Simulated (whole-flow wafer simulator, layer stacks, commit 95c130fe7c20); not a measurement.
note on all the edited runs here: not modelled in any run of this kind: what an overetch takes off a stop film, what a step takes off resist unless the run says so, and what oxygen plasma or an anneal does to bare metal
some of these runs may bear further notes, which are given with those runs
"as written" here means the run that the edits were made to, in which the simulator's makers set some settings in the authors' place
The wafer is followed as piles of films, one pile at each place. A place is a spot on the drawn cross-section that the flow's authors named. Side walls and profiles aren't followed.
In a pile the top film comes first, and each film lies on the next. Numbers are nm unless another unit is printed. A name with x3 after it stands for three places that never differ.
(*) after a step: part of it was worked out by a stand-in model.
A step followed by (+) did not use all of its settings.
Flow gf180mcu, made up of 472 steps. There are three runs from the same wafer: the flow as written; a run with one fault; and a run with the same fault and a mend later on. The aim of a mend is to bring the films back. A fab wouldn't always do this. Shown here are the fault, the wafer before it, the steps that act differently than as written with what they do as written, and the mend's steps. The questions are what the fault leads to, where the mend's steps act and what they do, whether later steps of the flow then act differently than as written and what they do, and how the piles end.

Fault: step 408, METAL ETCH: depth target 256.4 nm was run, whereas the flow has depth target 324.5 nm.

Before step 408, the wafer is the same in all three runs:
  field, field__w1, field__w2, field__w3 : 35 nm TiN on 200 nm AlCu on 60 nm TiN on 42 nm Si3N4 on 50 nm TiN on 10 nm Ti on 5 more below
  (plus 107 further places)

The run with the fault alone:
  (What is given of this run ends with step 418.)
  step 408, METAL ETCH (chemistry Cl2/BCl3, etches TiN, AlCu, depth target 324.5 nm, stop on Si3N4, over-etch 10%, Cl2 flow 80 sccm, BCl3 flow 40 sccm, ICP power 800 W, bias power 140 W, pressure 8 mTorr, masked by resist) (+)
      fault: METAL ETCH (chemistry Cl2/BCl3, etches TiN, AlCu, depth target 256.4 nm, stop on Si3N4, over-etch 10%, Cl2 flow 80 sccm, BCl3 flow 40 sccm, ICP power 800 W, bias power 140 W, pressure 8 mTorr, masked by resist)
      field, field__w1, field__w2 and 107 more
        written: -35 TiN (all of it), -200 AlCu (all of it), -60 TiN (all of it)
        fault: -35 TiN (all of it), -200 AlCu (all of it), -21.4 TiN
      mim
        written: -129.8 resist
        fault: -102.6 resist
  Later steps of the flow acting differently than as written (3 other steps are not shown; they differ only slightly, by no more than 2% or 0.5 nm, whichever is larger):
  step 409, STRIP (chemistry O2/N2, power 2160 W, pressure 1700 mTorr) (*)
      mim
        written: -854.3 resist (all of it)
        fault: -881.6 resist (all of it)
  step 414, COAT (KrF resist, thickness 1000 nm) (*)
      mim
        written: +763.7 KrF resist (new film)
        fault: +793.2 KrF resist (new film)
  After step 418, at field, field__w1, field__w2 and 109 more, the piles differ from the flow's by more than 2% or 0.5 nm, whichever is larger.
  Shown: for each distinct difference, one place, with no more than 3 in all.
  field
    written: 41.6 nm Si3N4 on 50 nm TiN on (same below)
    fault: 38.2 nm TiN on 42 nm Si3N4 on 50 nm TiN on (same below)
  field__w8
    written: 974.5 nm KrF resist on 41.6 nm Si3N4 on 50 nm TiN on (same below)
    fault: 974.5 nm KrF resist on 38.2 nm TiN on 42 nm Si3N4 on 50 nm TiN on (same below)
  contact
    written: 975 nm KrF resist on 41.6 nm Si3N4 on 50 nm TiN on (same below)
    fault: 974.9 nm KrF resist on 38.2 nm TiN on 42 nm Si3N4 on 50 nm TiN on (same below)

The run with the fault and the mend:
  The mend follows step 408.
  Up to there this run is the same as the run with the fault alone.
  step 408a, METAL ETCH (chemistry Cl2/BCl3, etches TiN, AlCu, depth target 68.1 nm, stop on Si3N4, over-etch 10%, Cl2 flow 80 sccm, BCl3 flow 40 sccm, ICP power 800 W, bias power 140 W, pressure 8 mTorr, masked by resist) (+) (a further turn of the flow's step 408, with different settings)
      field, field__w1, field__w2 and 107 more
        -38.6 TiN (all of it)
      mim
        -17 resist
  Later steps of the flow that are run all act as written at every place that is followed, up to a difference of at most 2% or 0.5 nm, whichever is larger.
  By the end, the piles equal the flow's at every place that both follow.
